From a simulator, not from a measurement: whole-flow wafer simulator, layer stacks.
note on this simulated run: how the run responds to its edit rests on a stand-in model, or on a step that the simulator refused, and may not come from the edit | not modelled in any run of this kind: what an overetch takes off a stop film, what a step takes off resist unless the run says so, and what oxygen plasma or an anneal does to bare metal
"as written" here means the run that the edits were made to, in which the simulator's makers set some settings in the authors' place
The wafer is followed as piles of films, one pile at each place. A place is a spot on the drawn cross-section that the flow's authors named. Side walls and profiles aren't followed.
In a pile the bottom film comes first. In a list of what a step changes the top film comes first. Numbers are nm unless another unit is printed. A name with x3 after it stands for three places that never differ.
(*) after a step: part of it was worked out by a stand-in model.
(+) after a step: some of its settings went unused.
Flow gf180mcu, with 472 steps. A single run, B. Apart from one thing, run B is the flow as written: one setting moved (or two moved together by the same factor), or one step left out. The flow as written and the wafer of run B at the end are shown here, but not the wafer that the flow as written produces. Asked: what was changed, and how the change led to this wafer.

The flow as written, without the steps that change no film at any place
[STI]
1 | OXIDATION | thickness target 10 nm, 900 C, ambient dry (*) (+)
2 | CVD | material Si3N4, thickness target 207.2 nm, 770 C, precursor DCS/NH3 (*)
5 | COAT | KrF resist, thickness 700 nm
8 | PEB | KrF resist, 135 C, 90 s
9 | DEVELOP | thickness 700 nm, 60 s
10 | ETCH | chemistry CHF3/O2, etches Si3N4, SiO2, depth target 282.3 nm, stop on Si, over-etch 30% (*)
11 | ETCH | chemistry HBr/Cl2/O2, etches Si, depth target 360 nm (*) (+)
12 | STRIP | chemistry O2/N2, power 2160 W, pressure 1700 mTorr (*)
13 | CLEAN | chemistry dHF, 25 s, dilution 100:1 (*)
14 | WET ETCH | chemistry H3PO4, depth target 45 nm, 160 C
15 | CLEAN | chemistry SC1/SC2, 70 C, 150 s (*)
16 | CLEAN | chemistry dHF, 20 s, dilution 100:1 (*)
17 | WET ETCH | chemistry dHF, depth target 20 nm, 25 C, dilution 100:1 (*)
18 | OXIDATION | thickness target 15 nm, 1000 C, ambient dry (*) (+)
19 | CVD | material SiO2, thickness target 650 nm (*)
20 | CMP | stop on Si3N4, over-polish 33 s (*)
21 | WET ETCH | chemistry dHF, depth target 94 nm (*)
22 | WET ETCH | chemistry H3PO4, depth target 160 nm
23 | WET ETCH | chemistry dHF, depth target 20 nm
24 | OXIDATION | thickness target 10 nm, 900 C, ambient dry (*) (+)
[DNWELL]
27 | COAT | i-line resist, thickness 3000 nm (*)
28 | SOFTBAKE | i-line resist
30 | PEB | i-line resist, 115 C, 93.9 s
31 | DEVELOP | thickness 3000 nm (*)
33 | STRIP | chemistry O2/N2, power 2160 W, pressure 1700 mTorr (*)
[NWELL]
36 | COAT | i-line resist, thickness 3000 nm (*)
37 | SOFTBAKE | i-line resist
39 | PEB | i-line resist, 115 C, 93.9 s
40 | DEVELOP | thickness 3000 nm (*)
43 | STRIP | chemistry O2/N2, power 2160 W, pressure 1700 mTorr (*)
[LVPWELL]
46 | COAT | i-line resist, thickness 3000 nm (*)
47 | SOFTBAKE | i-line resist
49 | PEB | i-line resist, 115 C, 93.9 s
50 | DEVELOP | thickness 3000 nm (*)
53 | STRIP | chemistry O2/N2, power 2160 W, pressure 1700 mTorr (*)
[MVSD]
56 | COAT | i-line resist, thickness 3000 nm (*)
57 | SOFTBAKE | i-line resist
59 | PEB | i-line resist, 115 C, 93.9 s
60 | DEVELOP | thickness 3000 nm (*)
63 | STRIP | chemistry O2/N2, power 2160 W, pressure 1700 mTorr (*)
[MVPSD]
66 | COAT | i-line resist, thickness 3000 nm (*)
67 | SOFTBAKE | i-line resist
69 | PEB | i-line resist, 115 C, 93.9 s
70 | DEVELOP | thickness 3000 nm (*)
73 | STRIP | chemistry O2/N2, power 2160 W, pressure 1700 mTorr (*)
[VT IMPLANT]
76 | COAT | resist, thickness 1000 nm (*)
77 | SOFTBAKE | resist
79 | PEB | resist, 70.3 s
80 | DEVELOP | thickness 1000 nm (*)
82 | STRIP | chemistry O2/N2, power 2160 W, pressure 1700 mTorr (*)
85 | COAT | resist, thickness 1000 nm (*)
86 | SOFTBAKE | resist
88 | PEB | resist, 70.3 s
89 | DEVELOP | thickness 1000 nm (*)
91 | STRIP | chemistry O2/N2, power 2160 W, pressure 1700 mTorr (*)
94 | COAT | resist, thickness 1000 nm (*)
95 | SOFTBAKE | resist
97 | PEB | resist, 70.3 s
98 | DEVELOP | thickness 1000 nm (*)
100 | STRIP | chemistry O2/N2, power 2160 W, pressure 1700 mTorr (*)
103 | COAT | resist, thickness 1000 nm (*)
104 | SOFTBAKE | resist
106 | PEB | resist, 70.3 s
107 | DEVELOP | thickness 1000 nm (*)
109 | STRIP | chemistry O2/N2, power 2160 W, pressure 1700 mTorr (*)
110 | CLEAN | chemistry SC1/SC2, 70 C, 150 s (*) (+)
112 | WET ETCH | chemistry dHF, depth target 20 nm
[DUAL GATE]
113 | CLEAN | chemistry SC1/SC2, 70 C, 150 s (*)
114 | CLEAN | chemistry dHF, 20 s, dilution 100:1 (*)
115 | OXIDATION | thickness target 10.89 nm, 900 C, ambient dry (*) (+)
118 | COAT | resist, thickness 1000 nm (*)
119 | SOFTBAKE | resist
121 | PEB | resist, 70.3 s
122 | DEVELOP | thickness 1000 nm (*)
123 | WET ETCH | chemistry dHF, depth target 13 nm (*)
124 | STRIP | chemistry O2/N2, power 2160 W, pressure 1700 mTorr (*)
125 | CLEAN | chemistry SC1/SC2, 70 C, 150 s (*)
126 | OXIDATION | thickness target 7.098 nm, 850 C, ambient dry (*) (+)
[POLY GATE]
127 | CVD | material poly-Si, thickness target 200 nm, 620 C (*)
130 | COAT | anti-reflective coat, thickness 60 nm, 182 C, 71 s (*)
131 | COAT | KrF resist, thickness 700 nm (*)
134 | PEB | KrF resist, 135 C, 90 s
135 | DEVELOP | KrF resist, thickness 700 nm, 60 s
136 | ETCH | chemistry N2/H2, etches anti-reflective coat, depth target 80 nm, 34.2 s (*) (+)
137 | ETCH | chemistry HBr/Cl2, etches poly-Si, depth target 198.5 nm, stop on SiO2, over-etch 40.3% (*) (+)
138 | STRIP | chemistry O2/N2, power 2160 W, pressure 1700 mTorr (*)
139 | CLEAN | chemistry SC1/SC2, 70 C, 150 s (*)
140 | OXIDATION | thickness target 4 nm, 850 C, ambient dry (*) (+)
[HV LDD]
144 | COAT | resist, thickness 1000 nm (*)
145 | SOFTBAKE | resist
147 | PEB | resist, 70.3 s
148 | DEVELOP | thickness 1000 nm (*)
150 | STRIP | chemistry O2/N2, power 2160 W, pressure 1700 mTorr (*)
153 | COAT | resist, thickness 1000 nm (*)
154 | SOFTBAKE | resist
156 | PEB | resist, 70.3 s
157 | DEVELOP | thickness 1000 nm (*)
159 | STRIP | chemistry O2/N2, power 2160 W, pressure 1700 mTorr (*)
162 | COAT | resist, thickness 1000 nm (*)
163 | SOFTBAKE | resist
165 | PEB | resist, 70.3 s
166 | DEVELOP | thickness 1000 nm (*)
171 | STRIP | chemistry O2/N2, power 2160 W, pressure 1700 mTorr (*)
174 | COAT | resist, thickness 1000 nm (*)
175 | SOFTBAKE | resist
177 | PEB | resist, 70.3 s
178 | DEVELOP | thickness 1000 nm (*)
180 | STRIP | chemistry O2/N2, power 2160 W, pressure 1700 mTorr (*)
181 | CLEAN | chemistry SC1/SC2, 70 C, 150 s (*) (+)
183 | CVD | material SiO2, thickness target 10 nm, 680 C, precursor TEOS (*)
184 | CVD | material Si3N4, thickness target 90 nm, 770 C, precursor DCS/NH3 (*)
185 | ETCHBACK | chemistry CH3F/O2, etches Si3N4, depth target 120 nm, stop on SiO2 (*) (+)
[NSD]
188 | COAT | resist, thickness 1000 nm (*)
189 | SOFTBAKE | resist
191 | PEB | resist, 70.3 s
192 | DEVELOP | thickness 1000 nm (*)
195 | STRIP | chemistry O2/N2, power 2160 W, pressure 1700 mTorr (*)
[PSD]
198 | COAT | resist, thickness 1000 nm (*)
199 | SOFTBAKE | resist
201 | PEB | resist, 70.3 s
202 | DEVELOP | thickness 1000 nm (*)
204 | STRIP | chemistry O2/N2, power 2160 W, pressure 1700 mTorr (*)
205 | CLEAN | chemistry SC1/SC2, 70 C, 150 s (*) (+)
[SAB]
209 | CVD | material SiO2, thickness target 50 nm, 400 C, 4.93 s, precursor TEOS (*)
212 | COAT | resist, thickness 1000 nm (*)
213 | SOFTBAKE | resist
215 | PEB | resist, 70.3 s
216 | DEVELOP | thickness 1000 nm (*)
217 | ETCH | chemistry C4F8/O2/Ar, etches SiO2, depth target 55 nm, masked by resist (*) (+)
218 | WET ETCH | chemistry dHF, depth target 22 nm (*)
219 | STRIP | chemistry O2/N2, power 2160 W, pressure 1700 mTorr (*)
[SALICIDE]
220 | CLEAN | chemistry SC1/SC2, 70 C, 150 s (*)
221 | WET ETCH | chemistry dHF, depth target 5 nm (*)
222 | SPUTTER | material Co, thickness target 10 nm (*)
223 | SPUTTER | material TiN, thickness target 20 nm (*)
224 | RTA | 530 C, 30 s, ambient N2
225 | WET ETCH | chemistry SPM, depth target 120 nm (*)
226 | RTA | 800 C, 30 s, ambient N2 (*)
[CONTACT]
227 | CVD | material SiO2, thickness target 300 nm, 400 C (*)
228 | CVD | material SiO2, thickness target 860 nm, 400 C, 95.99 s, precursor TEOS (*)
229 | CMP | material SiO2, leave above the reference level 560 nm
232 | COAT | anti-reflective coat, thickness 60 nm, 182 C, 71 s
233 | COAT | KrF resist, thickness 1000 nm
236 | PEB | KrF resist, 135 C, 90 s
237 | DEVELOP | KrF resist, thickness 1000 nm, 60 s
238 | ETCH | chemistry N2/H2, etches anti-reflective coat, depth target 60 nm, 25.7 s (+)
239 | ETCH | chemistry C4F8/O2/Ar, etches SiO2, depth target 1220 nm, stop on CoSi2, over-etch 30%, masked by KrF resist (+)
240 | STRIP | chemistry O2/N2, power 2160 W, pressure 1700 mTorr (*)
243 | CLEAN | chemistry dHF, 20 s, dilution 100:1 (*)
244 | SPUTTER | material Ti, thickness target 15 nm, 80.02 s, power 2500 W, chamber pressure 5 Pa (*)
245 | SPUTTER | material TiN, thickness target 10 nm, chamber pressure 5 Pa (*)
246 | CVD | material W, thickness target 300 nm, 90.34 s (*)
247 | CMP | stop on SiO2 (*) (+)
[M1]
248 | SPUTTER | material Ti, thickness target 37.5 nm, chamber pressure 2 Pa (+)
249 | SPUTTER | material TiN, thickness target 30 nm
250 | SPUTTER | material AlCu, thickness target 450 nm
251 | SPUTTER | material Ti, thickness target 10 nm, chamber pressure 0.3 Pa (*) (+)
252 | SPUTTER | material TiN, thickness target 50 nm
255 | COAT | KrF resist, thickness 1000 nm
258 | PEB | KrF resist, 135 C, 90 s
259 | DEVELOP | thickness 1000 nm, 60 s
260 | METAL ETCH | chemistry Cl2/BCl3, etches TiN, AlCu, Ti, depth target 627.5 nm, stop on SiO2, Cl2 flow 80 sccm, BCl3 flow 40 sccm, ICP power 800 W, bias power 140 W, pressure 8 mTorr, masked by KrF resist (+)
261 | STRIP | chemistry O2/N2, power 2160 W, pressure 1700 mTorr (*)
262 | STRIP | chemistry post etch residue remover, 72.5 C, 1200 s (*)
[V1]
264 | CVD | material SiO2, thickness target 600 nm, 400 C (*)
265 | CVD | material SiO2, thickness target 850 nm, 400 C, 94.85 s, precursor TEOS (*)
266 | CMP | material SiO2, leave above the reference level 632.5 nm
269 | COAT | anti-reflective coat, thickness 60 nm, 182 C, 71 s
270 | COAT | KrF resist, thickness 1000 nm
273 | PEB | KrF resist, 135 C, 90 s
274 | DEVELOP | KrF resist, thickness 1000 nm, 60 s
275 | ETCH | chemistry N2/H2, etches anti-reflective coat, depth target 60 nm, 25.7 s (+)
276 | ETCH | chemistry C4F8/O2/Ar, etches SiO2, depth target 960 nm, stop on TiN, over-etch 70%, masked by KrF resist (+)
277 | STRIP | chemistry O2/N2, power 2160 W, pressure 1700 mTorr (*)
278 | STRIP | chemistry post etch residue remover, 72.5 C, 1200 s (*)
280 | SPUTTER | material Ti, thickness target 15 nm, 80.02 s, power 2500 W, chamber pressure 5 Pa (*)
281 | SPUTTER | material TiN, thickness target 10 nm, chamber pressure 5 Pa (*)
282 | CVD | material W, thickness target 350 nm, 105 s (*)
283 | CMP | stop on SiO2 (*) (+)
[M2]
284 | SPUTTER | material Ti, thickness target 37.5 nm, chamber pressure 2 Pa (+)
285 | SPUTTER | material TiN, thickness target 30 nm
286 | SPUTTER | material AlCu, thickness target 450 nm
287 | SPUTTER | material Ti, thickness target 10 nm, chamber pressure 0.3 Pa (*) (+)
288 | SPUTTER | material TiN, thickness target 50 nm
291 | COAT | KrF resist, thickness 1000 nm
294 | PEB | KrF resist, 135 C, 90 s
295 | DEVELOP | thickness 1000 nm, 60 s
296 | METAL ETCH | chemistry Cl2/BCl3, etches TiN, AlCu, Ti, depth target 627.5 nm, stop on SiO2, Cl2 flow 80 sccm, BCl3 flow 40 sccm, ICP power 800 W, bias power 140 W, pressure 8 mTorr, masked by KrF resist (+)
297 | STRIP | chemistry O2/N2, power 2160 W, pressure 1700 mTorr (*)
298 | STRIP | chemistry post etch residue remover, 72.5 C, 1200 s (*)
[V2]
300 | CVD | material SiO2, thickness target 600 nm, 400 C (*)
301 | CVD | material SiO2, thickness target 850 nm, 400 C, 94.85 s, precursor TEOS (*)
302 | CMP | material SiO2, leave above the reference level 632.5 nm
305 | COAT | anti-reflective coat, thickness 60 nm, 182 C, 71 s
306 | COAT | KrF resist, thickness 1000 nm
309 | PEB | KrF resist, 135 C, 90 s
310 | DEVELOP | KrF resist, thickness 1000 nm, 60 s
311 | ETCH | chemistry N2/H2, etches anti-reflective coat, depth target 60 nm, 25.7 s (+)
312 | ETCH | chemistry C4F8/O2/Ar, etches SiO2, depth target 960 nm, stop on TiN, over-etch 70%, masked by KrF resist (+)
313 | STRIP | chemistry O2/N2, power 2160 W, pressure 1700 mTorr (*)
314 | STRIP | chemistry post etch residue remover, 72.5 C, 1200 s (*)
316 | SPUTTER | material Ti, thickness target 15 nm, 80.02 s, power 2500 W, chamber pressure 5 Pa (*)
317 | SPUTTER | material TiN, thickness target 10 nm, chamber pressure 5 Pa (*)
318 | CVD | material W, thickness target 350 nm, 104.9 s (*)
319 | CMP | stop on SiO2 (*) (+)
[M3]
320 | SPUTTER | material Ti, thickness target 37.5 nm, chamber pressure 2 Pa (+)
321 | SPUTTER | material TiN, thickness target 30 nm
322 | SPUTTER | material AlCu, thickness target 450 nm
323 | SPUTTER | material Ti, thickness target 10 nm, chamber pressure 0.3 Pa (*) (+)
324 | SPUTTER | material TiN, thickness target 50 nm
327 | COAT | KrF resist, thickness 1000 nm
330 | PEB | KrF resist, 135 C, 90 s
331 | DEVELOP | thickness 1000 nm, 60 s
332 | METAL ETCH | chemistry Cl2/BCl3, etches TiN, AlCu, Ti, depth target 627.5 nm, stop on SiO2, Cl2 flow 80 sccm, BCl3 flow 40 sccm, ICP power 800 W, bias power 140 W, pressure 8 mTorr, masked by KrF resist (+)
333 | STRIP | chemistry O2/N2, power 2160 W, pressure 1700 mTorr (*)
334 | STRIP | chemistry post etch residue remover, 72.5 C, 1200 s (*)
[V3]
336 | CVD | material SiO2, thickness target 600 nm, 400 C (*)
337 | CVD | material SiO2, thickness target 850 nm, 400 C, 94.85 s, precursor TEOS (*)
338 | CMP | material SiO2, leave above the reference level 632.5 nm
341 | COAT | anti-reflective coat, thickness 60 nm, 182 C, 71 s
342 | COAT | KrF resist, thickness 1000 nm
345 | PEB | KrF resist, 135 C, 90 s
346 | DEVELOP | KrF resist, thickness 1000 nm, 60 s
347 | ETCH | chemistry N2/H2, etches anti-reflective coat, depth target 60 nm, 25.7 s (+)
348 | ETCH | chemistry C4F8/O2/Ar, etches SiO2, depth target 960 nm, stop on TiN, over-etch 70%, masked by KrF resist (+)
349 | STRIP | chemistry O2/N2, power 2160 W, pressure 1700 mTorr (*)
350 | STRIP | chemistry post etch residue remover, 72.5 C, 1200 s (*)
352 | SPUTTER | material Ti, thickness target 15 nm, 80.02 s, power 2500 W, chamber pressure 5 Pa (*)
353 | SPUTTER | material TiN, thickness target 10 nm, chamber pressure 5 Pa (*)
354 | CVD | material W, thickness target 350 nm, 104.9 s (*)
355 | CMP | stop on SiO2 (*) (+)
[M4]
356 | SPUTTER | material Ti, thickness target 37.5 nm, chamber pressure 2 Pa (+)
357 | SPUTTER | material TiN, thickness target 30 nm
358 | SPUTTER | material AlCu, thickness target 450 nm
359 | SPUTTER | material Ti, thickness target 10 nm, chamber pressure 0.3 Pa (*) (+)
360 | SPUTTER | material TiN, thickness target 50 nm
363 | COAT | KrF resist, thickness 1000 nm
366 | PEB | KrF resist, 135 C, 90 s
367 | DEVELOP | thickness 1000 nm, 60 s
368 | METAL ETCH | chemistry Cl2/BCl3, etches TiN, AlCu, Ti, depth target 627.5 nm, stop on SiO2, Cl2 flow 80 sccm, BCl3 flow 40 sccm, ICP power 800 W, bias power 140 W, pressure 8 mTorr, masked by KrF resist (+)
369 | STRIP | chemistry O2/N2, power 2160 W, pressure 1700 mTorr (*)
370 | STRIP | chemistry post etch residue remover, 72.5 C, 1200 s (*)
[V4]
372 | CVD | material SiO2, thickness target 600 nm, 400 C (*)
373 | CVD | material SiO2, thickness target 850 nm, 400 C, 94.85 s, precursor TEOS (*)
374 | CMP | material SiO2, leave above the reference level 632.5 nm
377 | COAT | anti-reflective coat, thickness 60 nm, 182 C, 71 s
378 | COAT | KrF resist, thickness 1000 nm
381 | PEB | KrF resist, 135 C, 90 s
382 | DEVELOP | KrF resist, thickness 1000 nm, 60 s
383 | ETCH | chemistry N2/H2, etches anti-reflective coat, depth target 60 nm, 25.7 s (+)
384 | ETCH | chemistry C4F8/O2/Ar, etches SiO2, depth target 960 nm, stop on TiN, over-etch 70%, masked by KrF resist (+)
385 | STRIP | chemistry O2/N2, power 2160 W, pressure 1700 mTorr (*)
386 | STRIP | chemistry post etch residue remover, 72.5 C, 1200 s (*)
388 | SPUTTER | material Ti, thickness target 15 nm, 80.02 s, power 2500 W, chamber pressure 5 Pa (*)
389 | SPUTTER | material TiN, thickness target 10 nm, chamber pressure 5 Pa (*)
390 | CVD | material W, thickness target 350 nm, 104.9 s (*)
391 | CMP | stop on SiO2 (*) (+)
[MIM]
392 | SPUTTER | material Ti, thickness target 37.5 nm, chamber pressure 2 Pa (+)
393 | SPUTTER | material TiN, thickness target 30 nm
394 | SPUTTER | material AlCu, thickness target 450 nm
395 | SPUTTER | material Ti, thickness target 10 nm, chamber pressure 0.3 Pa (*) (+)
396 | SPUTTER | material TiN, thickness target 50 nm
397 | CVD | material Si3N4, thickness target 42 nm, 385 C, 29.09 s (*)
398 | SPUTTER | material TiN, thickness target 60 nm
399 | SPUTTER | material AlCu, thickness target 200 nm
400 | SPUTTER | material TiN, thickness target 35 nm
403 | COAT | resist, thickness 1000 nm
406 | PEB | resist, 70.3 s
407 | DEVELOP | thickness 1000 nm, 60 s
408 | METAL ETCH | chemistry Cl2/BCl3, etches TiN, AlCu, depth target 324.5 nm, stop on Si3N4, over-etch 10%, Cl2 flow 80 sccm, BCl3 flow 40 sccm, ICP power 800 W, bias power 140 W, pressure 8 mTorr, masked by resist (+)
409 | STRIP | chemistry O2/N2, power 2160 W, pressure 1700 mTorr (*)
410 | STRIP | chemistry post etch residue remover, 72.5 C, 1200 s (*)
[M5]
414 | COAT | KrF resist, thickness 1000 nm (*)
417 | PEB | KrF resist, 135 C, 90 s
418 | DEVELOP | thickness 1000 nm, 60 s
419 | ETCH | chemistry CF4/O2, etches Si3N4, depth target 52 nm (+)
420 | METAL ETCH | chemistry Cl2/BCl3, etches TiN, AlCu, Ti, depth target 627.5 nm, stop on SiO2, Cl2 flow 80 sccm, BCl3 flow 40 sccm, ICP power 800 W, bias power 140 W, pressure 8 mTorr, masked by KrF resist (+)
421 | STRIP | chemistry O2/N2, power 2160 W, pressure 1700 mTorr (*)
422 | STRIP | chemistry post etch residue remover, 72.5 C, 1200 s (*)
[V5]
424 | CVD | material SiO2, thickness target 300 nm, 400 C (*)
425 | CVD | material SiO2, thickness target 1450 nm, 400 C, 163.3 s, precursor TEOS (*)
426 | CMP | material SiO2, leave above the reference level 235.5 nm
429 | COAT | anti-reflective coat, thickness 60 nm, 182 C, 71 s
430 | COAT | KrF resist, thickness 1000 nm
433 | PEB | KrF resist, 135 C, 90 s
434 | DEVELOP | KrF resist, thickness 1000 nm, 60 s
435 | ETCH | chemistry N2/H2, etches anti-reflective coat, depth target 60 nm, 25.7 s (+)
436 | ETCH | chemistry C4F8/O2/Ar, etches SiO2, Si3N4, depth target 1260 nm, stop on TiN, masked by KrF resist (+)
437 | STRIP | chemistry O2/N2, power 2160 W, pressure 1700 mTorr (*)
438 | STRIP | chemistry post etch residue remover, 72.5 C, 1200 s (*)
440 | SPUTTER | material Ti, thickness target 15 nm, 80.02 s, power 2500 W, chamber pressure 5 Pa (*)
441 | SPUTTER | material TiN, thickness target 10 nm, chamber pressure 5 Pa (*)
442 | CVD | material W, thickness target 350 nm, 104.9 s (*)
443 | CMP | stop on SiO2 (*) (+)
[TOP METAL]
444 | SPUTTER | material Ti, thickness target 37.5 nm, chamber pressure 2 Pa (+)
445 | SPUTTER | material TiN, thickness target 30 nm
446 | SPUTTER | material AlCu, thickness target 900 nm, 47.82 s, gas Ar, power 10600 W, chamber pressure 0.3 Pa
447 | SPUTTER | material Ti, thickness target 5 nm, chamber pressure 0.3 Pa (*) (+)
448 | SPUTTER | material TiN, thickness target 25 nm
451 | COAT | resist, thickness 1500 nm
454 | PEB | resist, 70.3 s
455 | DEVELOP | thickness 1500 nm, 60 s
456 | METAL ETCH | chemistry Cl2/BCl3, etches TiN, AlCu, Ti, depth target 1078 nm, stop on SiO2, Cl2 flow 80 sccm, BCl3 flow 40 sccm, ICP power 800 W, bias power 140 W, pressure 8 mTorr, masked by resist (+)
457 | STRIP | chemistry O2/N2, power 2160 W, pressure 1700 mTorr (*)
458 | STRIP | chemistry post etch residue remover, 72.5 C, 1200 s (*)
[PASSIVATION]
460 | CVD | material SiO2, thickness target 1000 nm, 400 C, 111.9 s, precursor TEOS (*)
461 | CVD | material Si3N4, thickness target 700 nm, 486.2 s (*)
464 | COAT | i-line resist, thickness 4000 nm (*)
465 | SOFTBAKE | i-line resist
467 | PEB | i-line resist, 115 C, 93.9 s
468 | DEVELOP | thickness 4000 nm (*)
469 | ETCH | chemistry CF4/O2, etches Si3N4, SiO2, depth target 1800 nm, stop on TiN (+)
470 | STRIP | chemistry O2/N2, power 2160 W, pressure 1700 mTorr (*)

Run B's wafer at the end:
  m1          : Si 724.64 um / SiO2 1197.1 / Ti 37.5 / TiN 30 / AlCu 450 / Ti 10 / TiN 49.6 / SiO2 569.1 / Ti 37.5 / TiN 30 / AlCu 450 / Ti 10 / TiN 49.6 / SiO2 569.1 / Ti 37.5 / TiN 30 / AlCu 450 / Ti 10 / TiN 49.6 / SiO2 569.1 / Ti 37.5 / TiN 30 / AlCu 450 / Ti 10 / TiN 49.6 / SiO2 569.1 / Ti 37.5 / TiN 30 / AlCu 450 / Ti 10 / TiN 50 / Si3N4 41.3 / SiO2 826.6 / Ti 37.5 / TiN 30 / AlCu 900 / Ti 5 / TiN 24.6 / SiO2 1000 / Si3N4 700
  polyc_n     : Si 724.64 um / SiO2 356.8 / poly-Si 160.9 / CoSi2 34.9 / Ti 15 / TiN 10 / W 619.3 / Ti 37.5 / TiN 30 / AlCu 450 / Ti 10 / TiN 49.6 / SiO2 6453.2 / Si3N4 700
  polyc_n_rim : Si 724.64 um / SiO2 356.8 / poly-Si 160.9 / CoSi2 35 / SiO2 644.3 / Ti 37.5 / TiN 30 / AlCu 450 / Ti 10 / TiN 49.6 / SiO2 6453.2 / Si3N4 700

Cause: step 112, WET ETCH: depth target 30.5 nm was run, whereas the flow has depth target 20 nm.

How this came from the change, step by step:
  112 | WET ETCH | chemistry dHF, depth target 20 nm
      field, field__w2, field__w3 and 36 more: SiO2 loses 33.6 (as written it would have been: SiO2 loses 22)
      field_sub, mim_1p0, pad, dice_street, iso_fld_sub, ldn_fld, ldp_fld: SiO2 loses 33.5 (as written it would have been: SiO2 loses 22)
  119 | SOFTBAKE | resist
      field_sub: resist loses 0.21 (as written it would have been: resist loses 0.73)
      gate_p_hv: resist gains 0.23 (as written it would have been: resist gains 0.83)
      (and at 1 other place as well)
  130 | COAT | anti-reflective coat, thickness 60 nm, 182 C, 71 s (*)
      p_well, spacer, sd_n: anti-reflective coat gains 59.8 (new film) (as written it would have been: anti-reflective coat gains 70.9 (new film))
      ldn_acc, ldp_acc: anti-reflective coat gains 62.8 (new film) (as written it would have been: anti-reflective coat gains 66.9 (new film))
      (and at 71 other places as well)
  136 | ETCH | chemistry N2/H2, etches anti-reflective coat, depth target 80 nm, 34.2 s (*) (+)
      p_well, spacer, sd_n: anti-reflective coat loses 59.8 (all of it), poly-Si loses 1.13 (as written it would have been: anti-reflective coat loses 70.9 (all of it), poly-Si loses 0.85)
      ldn_dft, ldp_dft: anti-reflective coat loses 54.8 (all of it), poly-Si loses 1.26 (as written it would have been: anti-reflective coat loses 48.7 (all of it), poly-Si loses 1.42)
      (and at 50 other places as well)
  138 | STRIP | chemistry O2/N2, power 2160 W, pressure 1700 mTorr (*)
      gate: chemical SiO2 gains 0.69 (new film), KrF resist loses 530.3 (all of it), anti-reflective coat loses 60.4 (all of it), poly-Si loses 0.3 (as written it would have been: chemical SiO2 gains 0.68 (new film), KrF resist loses 531.7 (all of it), anti-reflective coat loses 65.5 (all of it), poly-Si loses 0.3)
      gate_hv: chemical SiO2 gains 0.69 (new film), KrF resist loses 525.5 (all of it), anti-reflective coat loses 59.3 (all of it), poly-Si loses 0.3 (as written it would have been: chemical SiO2 gains 0.68 (new film), KrF resist loses 528.4 (all of it), anti-reflective coat loses 61 (all of it), poly-Si loses 0.3)
      (and at 19 other places as well)
  144 | COAT | resist, thickness 1000 nm (*)
      field__w6: resist gains 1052 (new film) (as written it would have been: resist gains 1022.5 (new film))
  145 | SOFTBAKE | resist
      field: resist gains 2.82 (as written it would have been: resist loses 0.3)
      nw_enc_fld_lv__w3: resist loses 0.94 (as written it would have been: resist gains 2.63)
      (and at 5 other places as well)
  147 | PEB | resist, 70.3 s
      field__w6: resist loses 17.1 (as written it would have been: resist loses 16.3)
  150 | STRIP | chemistry O2/N2, power 2160 W, pressure 1700 mTorr (*)
      field__w6: resist loses 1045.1 (all of it) (as written it would have been: resist loses 1012.2 (all of it))
  153 | COAT | resist, thickness 1000 nm (*)
      field__w6: resist gains 1052 (new film) (as written it would have been: resist gains 1022.5 (new film))
  154 | SOFTBAKE | resist
      field: resist gains 2.82 (as written it would have been: resist loses 0.3)
      nw_enc_fld_lv__w3: resist loses 0.94 (as written it would have been: resist gains 2.63)
      (and at 5 other places as well)
  156 | PEB | resist, 70.3 s
      field__w6: resist loses 17.1 (as written it would have been: resist loses 16.3)
  159 | STRIP | chemistry O2/N2, power 2160 W, pressure 1700 mTorr (*)
      field__w6: resist loses 1045.1 (all of it) (as written it would have been: resist loses 1012.2 (all of it))
  162 | COAT | resist, thickness 1000 nm (*)
      field__w6: resist gains 1052 (new film) (as written it would have been: resist gains 1022.5 (new film))
  163 | SOFTBAKE | resist
      field: resist gains 2.82 (as written it would have been: resist loses 0.3)
      nw_enc_fld_lv__w3: resist loses 0.94 (as written it would have been: resist gains 2.63)
      (and at 5 other places as well)
  165 | PEB | resist, 70.3 s
      field__w6: resist loses 17.1 (as written it would have been: resist loses 16.3)
  ... 11 further steps ...
  229 | CMP | material SiO2, leave above the reference level 560 nm
      ldn_sep__w1, ldn_sep__w2, ldn_dft and 8 more: SiO2 loses 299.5 (as written it would have been: SiO2 loses 311)
      sti, mim_1p0, pad, dice_street, iso_nw_fld, iso_fld_sub: SiO2 loses 285.3 (as written it would have been: SiO2 loses 296.8)
      (and at 50 other places as well)
